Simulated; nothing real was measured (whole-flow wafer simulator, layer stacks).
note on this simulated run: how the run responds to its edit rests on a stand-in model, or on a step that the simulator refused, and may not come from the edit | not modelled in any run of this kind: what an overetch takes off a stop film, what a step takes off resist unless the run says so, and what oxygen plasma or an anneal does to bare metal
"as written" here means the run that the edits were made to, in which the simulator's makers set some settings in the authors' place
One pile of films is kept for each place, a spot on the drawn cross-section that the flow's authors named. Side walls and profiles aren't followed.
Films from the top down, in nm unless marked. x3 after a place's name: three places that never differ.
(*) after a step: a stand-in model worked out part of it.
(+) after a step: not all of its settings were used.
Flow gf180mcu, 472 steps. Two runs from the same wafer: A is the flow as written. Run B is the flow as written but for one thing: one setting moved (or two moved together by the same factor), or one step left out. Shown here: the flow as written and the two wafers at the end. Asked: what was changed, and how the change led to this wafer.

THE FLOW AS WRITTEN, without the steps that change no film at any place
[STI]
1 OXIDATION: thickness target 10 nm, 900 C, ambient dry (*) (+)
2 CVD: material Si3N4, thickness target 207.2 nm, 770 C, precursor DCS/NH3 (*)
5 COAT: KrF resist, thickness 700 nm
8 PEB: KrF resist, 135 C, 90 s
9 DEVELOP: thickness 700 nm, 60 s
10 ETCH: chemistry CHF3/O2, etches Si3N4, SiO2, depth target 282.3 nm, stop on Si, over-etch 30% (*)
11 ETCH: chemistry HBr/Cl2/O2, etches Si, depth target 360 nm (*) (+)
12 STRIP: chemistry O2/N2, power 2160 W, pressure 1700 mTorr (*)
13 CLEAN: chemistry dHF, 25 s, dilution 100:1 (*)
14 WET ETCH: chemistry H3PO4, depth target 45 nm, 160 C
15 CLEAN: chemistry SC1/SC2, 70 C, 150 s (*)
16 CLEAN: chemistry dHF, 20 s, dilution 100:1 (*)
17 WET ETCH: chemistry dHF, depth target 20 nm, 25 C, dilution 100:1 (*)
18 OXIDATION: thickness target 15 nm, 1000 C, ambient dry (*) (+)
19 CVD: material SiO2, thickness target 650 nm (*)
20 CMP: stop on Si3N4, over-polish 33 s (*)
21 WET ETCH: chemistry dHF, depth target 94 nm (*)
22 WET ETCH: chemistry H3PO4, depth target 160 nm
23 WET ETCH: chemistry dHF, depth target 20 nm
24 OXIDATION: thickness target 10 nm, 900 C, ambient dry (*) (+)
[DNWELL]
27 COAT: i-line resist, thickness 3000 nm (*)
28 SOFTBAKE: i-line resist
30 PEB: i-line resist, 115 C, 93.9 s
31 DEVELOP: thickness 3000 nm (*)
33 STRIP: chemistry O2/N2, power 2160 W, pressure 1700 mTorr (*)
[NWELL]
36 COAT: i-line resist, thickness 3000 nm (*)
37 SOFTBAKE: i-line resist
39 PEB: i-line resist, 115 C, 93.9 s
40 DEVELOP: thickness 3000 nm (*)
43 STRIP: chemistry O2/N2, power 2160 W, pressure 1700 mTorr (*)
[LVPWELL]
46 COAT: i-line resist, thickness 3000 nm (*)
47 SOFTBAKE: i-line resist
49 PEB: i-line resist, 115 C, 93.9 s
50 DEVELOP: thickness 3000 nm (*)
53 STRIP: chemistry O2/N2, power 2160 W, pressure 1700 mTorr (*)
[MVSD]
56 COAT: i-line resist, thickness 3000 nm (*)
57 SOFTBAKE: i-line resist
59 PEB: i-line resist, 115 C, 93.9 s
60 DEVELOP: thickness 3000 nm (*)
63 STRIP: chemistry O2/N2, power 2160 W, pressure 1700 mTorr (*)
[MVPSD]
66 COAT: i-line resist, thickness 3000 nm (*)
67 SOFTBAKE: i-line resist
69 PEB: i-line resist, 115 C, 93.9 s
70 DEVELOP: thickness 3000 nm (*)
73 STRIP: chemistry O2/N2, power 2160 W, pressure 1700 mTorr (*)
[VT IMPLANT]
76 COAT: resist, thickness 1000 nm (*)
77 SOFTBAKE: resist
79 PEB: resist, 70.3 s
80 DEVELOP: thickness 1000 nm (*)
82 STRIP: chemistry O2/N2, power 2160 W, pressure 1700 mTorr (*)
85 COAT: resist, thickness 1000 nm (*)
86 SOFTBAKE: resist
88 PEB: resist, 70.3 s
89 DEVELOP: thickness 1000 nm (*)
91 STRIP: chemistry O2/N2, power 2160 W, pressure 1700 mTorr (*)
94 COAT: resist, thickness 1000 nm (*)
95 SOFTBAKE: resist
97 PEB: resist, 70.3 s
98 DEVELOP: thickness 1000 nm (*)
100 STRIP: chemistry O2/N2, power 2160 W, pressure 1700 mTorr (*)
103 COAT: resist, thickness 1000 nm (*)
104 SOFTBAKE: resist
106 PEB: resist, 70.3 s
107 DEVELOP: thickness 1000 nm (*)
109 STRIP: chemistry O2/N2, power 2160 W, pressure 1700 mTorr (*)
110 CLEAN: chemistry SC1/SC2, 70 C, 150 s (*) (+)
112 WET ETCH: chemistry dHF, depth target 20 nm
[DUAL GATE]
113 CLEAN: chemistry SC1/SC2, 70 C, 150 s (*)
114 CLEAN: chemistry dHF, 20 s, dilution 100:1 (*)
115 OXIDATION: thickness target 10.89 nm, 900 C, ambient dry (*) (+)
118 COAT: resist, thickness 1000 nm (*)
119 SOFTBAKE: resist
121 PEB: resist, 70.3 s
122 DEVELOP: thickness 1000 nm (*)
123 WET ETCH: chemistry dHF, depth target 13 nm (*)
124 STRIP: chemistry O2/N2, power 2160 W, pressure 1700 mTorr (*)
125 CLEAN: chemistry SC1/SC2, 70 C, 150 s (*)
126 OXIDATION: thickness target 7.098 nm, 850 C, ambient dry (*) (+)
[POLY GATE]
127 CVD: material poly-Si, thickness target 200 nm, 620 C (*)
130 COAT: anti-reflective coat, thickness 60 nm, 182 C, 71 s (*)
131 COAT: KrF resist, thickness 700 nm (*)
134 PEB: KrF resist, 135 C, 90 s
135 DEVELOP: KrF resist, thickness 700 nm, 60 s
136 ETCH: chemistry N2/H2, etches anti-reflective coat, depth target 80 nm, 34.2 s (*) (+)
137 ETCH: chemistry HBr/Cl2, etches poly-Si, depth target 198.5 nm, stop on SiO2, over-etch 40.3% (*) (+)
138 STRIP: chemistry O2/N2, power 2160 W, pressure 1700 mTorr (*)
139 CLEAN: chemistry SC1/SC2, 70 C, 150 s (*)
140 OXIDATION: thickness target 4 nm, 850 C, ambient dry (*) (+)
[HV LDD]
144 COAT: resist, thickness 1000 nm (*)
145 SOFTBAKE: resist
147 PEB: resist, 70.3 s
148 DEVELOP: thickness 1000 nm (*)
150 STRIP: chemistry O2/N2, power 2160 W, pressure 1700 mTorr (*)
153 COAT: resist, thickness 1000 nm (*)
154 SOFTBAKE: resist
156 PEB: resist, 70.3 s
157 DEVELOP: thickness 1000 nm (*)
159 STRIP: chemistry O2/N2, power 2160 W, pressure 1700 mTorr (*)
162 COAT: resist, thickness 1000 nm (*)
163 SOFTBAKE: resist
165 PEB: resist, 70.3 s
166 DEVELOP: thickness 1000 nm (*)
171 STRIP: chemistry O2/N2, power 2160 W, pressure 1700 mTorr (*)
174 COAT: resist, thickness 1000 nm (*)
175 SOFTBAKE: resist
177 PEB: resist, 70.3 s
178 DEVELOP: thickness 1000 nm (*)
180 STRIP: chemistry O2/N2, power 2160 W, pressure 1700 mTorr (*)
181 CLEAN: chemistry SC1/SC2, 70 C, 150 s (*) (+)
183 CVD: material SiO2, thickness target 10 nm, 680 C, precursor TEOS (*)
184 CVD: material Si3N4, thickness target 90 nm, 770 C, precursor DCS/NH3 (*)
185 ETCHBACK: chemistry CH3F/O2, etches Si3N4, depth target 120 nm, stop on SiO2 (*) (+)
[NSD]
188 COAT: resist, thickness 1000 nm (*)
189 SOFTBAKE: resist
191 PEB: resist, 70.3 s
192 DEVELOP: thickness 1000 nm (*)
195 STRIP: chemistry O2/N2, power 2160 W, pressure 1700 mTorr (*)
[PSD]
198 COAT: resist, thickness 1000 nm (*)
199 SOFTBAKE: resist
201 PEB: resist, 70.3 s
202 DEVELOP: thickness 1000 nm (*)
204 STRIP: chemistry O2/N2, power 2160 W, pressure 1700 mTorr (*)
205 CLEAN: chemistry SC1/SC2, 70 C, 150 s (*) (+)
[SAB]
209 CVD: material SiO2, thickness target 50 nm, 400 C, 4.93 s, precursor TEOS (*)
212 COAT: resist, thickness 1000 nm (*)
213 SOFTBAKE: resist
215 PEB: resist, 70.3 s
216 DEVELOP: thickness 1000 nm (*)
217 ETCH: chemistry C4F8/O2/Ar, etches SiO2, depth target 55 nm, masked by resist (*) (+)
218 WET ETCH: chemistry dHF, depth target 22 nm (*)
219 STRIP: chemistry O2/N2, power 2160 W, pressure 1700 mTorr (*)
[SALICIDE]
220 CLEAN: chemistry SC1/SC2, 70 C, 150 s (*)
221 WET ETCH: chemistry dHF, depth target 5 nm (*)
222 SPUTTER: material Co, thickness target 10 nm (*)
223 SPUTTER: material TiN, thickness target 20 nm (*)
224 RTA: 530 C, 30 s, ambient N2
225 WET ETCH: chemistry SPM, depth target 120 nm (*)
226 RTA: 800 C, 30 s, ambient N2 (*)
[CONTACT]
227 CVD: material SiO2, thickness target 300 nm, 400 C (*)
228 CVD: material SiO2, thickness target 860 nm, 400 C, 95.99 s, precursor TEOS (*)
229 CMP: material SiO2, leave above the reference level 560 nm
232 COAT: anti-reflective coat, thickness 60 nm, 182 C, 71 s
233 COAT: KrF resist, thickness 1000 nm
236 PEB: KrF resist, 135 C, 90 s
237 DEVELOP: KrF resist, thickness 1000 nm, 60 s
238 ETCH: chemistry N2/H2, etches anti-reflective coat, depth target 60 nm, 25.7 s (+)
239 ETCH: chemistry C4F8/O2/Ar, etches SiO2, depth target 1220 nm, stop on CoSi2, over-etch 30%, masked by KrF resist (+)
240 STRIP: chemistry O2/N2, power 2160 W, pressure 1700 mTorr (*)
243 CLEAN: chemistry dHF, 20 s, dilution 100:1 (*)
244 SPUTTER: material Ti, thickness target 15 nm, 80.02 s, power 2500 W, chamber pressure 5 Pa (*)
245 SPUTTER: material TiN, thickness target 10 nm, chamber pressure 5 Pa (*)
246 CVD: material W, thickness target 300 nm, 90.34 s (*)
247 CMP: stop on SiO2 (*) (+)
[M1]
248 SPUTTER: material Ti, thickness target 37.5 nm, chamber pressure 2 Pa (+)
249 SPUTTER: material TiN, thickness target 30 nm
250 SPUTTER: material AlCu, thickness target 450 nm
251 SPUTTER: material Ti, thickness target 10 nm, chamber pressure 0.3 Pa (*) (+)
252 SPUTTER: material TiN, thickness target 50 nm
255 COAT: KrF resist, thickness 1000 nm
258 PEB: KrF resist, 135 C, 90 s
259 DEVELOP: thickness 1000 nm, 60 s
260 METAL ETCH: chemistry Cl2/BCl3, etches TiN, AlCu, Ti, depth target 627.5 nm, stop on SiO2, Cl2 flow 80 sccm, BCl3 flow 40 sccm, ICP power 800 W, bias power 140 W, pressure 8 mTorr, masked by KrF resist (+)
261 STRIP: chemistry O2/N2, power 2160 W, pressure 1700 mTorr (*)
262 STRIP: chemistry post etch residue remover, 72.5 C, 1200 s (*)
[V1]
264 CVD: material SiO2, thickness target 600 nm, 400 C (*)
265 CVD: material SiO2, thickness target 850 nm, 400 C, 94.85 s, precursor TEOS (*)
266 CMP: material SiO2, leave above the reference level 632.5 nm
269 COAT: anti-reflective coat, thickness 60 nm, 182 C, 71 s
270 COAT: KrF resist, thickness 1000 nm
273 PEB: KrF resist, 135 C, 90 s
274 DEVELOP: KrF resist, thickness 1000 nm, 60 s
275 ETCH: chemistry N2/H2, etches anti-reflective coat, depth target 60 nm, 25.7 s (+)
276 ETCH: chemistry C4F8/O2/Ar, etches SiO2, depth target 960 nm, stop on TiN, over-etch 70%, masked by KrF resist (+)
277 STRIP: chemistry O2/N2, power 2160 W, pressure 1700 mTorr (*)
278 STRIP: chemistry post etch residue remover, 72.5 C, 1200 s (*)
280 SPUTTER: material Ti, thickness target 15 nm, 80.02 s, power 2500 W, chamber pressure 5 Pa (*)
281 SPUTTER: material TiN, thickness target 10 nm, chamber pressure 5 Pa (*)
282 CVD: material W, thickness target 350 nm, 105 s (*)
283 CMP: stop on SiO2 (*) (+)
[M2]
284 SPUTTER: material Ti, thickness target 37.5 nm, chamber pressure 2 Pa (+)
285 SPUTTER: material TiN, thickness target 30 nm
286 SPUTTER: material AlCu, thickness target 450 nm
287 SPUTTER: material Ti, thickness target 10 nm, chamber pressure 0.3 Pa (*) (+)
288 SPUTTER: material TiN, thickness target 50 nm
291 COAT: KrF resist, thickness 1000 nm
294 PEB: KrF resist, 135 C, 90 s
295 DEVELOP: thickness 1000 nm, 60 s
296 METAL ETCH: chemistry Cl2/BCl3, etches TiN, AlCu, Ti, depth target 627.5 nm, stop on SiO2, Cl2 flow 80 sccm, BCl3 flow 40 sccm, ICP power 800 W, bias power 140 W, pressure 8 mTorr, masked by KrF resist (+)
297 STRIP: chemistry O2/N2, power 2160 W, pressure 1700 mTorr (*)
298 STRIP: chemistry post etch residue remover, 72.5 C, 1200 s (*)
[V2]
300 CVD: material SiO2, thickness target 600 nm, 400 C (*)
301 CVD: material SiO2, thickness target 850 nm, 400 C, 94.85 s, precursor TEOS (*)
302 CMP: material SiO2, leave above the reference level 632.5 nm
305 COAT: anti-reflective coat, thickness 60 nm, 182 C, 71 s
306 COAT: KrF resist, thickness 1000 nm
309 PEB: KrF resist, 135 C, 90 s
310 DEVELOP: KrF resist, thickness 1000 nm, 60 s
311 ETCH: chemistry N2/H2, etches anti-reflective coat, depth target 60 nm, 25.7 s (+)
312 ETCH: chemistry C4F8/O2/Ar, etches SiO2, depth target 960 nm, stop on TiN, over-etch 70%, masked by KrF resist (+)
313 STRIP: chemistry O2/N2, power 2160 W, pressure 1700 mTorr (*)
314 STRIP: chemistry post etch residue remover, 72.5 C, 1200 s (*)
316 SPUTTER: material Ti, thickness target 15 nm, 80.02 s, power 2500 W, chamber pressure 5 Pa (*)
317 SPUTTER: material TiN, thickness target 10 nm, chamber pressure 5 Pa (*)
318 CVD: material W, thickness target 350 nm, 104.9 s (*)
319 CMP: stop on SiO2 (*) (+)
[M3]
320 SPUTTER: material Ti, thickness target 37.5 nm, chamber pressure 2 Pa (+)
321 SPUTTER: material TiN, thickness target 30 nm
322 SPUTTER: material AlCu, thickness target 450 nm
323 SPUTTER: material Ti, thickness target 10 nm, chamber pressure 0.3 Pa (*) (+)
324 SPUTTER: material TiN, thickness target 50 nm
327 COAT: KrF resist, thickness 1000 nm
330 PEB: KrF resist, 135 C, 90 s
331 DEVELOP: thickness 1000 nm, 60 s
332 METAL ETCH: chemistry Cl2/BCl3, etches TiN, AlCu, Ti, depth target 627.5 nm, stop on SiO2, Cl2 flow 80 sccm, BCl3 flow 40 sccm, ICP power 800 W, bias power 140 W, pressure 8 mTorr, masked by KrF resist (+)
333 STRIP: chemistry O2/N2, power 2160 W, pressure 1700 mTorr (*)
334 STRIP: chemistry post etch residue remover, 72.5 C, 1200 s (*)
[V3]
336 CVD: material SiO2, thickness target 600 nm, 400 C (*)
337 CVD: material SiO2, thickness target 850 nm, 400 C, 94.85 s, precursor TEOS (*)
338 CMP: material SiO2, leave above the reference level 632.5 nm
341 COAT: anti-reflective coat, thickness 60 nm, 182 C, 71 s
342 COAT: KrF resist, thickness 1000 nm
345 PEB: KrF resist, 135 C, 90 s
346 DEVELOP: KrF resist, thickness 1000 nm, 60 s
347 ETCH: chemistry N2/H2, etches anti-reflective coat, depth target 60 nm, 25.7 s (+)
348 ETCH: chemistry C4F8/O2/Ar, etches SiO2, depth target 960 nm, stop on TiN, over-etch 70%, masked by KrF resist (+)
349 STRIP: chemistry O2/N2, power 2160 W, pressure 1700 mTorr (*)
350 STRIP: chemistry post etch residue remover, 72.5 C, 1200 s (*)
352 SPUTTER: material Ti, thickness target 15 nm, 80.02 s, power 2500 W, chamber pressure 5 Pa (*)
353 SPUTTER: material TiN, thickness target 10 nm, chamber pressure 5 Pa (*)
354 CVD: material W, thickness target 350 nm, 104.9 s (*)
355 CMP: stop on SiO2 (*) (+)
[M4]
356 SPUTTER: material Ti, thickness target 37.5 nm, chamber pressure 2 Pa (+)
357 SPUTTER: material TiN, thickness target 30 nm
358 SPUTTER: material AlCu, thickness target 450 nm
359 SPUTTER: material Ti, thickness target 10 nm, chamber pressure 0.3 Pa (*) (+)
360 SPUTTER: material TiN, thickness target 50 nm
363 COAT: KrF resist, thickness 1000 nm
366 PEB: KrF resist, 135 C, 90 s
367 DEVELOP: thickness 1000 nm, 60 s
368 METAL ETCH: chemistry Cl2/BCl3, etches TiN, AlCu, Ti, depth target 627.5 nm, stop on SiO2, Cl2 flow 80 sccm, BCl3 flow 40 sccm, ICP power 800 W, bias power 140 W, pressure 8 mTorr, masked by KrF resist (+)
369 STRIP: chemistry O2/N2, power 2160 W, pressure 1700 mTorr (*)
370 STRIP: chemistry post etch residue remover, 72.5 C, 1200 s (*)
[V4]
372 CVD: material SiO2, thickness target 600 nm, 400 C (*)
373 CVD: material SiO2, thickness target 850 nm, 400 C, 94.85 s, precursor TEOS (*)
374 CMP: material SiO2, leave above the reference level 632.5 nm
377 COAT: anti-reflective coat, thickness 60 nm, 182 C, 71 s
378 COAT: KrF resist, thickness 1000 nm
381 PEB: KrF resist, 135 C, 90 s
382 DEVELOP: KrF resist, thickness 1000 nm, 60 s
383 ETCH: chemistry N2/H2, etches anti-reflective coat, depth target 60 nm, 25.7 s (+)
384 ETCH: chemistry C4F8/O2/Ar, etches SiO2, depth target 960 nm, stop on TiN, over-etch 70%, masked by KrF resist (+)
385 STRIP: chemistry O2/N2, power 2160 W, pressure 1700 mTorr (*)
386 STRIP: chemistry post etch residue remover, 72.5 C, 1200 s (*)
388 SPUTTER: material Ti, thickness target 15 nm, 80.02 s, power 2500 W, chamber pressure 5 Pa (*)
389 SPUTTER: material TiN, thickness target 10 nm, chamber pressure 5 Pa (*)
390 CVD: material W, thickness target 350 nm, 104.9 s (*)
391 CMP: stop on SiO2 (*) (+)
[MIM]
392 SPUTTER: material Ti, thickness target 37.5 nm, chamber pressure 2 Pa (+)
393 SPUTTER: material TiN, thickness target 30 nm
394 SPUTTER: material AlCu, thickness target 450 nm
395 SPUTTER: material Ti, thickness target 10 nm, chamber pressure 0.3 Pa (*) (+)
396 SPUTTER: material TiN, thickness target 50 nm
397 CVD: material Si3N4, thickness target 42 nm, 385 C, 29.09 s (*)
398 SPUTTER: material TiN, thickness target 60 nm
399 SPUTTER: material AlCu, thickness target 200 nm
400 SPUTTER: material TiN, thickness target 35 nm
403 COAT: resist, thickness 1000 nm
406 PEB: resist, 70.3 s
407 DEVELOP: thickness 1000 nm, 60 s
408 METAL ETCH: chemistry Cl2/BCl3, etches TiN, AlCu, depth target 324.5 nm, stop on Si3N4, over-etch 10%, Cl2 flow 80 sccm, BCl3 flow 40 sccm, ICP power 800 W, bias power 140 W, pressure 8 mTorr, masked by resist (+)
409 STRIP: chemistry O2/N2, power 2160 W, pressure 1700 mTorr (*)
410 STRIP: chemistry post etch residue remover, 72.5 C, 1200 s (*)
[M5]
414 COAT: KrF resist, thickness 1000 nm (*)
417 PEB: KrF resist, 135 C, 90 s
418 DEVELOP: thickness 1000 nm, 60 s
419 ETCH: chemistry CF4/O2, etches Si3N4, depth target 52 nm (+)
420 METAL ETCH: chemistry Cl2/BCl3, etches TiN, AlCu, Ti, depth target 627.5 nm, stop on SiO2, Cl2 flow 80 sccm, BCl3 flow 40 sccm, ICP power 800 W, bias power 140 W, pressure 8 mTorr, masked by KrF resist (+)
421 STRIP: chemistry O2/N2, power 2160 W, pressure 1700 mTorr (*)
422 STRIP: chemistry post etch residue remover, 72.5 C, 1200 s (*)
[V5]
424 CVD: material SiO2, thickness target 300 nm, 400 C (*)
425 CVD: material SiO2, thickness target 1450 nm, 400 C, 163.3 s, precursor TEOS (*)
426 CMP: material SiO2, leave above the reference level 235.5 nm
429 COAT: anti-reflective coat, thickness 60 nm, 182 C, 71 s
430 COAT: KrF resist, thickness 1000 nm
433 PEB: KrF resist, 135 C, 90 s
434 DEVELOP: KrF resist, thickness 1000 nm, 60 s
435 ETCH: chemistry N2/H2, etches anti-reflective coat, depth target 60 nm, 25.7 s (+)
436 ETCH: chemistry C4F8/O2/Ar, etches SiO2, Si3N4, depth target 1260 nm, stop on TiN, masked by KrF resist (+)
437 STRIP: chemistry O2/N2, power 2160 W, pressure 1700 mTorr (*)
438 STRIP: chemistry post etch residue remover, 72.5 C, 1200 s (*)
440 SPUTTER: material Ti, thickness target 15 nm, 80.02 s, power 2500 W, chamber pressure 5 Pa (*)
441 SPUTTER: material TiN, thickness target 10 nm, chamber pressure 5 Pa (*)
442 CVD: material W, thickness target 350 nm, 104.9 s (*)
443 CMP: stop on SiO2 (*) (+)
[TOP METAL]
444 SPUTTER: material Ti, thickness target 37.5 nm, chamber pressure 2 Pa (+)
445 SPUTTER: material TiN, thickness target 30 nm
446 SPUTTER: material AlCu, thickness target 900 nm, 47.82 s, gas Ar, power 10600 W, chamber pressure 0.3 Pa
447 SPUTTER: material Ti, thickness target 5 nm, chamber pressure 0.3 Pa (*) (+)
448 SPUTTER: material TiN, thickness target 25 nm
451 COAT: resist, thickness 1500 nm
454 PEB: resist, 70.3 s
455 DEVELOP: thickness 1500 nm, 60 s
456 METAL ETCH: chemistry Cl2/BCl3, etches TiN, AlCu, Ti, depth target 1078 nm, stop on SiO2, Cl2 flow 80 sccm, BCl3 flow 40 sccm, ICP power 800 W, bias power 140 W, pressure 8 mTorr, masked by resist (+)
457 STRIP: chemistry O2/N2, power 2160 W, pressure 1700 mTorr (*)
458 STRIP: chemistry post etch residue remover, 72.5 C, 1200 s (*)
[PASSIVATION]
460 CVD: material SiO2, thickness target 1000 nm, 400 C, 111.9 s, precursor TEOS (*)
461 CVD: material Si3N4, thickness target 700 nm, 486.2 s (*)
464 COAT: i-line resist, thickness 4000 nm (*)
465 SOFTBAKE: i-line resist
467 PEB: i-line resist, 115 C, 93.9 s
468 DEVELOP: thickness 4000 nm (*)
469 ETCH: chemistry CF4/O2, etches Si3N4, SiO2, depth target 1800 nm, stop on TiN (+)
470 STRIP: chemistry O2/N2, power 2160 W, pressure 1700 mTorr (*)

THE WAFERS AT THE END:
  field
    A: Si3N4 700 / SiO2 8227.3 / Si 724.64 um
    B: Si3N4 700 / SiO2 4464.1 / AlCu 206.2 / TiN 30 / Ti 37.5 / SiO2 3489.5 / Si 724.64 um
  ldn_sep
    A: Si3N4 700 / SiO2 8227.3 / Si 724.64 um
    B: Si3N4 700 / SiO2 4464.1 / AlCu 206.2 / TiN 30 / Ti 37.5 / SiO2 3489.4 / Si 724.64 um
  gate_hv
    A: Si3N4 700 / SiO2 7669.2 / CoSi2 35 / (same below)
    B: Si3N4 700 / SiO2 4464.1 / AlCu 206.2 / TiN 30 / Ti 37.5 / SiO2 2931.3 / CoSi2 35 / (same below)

The cause: step 332, METAL ETCH: depth target 298.1 nm was run, where the flow has depth target 627.5 nm.

How the change led to this, step by step:
  332 METAL ETCH: chemistry Cl2/BCl3, etches TiN, AlCu, Ti, depth target 627.5 nm, stop on SiO2, Cl2 flow 80 sccm, BCl3 flow 40 sccm, ICP power 800 W, bias power 140 W, pressure 8 mTorr, masked by KrF resist (+)
      field, field__w1, field__w2 and 103 more: A TiN -50 (all of it), Ti -10 (all of it), AlCu -450 (all of it), TiN -30 (all of it), Ti -37.5 (all of it) | B TiN -50 (all of it), Ti -10 (all of it), AlCu -238.1
      field__w8, contact, m1, m1__w1, m1_nw: A KrF resist -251 | B KrF resist -119.2
  333 STRIP: chemistry O2/N2, power 2160 W, pressure 1700 mTorr (*)
      field__w8, contact, m1, m1__w1, m1_nw: A KrF resist -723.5 (all of it) | B KrF resist -855.3 (all of it)
  334 STRIP: chemistry post etch residue remover, 72.5 C, 1200 s (*)
      field, field__w1, field__w2 and 103 more: A nothing | B AlCu -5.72
  336 CVD: material SiO2, thickness target 600 nm, 400 C (*)
      field, field__w1, field__w2 and 103 more: A SiO2 +600 | B SiO2 +600 (new film)
  338 CMP: material SiO2, leave above the reference level 632.5 nm
      field, field__w1, field__w2 and 103 more: A SiO2 -300 | B SiO2 -573.7
Counting metal films that touch as one body, field has 1 body; the flow as written gives 0 bodies.
Counting metal films that touch as one body, ldn_sep has 1 body; the flow as written gives 0 bodies.
Counting metal films that touch as one body, gate_hv has 2 bodies (between them, from the top down: SiO2 2931.3); the flow as written gives 1 body.
